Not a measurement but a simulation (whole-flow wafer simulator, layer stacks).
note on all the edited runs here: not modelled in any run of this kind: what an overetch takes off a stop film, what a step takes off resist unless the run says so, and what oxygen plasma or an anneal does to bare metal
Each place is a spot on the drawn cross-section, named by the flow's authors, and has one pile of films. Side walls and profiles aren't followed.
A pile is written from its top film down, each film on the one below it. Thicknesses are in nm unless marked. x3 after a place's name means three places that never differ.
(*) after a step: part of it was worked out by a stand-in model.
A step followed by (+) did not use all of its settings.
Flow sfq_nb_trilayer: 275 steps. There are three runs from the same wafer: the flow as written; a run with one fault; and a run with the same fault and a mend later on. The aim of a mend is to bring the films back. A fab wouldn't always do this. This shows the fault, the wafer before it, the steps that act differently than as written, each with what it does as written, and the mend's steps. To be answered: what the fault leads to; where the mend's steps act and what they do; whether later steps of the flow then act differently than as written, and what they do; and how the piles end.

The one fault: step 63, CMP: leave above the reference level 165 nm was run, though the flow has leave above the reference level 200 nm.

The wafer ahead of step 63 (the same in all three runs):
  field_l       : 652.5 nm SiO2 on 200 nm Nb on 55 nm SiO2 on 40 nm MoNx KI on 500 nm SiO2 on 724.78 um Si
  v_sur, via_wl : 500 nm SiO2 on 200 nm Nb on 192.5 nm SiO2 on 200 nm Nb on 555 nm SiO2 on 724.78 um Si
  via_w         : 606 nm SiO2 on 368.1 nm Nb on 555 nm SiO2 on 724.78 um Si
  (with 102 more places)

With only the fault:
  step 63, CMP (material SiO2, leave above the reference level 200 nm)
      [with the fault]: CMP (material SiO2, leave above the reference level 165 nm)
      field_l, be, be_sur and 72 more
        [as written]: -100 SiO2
        [with the fault]: -135 SiO2
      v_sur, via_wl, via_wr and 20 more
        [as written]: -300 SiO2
        [with the fault]: -335 SiO2
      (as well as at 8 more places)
  Steps further on in the flow that do not act as written (not shown: 4 more steps that differ only slightly, by at most 2% or 0.5 nm, whichever is larger):
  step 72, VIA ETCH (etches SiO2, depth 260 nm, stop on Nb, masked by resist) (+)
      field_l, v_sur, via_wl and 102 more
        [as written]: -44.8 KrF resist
        [with the fault]: -42.6 KrF resist
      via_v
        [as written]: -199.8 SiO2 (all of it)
        [with the fault]: -164.8 SiO2 (all of it)
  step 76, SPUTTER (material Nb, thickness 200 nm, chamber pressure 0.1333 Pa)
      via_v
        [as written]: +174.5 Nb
        [with the fault]: +181.7 Nb
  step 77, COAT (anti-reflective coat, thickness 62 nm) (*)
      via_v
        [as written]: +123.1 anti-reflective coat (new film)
        [with the fault]: +114 anti-reflective coat (new film)
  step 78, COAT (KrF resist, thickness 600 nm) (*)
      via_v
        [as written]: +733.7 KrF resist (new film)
        [with the fault]: +706 KrF resist (new film)
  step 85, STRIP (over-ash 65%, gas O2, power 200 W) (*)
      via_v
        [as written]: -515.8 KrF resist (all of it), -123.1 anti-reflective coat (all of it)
        [with the fault]: -488.1 KrF resist (all of it), -114 anti-reflective coat (all of it)
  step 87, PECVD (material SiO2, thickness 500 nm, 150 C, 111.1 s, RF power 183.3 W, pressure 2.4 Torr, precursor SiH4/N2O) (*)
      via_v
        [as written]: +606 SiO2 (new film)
        [with the fault]: +539.3 SiO2 (new film)
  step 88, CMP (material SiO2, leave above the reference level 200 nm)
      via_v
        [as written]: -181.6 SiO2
        [with the fault]: -157.1 SiO2
  At v_sur, via_wl, via_w and 39 more, the piles at the end differ from the flow's by more than 2% or 0.5 nm, whichever is larger.
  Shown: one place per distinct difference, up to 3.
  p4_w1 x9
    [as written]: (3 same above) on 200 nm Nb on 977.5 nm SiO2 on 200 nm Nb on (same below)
    [with the fault]: (3 same above) on 200 nm Nb on 942.5 nm SiO2 on 200 nm Nb on (same below)
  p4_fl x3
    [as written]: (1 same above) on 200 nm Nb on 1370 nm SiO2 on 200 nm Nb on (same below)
    [with the fault]: (1 same above) on 200 nm Nb on 1335 nm SiO2 on 200 nm Nb on (same below)
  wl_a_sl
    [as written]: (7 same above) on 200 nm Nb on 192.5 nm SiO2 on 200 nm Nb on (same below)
    [with the fault]: (7 same above) on 200 nm Nb on 157.5 nm SiO2 on 200 nm Nb on (same below)

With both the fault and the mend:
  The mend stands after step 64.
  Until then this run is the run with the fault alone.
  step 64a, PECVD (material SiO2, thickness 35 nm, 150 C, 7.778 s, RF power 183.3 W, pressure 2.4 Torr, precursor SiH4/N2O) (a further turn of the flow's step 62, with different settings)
      field_l, v_sur, via_wl and 103 more
        +35 SiO2
  None of the later steps of the flow differs from how it acts as written, at any place that is followed, by more than 2% or 0.5 nm, whichever is larger.
  At the end the piles are close to the flow's at the places that both follow, differing by at most 2% or 0.5 nm, whichever is larger.
